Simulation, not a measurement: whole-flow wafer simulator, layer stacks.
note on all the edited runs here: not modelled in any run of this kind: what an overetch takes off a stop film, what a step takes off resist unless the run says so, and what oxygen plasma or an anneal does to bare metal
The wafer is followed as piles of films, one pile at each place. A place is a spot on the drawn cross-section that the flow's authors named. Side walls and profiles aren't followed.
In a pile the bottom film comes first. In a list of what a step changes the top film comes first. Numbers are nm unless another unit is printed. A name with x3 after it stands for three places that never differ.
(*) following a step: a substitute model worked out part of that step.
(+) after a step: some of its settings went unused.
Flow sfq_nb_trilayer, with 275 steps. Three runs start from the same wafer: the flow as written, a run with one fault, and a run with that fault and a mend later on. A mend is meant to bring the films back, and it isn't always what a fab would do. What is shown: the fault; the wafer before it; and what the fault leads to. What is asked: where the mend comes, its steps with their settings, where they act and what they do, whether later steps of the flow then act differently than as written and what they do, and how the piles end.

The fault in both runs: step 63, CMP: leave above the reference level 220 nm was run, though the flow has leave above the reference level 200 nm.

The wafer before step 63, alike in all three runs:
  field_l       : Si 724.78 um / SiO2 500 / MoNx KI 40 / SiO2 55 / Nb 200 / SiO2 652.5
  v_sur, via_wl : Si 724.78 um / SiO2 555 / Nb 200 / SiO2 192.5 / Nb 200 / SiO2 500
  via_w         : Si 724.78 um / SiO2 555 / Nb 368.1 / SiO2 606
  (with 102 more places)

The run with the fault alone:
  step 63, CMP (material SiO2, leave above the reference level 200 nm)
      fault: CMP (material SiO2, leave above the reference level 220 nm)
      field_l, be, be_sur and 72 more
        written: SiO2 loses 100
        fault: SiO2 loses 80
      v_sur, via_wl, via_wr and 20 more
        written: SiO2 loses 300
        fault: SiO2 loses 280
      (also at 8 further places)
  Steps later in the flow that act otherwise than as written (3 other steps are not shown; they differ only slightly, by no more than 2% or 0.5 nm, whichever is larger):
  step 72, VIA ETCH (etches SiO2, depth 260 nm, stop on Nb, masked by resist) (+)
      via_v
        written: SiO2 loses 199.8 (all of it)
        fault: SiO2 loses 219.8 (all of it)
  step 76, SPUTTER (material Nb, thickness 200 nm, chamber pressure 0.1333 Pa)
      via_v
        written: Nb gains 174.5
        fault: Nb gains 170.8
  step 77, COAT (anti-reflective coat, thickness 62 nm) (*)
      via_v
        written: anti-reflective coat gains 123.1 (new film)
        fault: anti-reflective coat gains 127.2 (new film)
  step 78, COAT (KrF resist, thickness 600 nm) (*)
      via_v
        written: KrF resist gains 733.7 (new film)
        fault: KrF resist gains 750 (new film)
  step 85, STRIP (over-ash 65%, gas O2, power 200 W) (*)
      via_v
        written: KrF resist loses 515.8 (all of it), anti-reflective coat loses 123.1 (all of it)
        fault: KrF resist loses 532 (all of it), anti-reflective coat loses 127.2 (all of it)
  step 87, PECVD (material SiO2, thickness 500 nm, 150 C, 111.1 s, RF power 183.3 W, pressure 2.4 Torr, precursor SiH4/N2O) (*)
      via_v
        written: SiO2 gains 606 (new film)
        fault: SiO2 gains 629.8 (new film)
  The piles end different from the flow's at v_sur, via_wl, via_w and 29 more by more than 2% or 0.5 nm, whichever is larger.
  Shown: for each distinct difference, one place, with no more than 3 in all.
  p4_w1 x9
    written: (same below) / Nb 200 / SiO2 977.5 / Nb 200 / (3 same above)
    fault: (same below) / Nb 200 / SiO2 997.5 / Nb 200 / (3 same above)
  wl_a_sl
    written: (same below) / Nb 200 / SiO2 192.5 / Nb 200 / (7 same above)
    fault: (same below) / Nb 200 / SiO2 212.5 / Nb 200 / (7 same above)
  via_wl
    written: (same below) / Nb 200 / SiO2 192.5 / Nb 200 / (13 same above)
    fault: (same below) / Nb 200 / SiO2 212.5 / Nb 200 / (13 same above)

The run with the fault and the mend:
  The mend follows step 64.
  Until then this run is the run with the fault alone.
  step 64a, CMP (material SiO2, leave above the reference level 200 nm) (the flow's step 63, run once more)
      field_l, v_sur, via_wl and 103 more
        SiO2 loses 20
  Later steps of the flow that are run all act as written at every place that is followed.
  At every place that both follow, the piles at the end match the flow's.
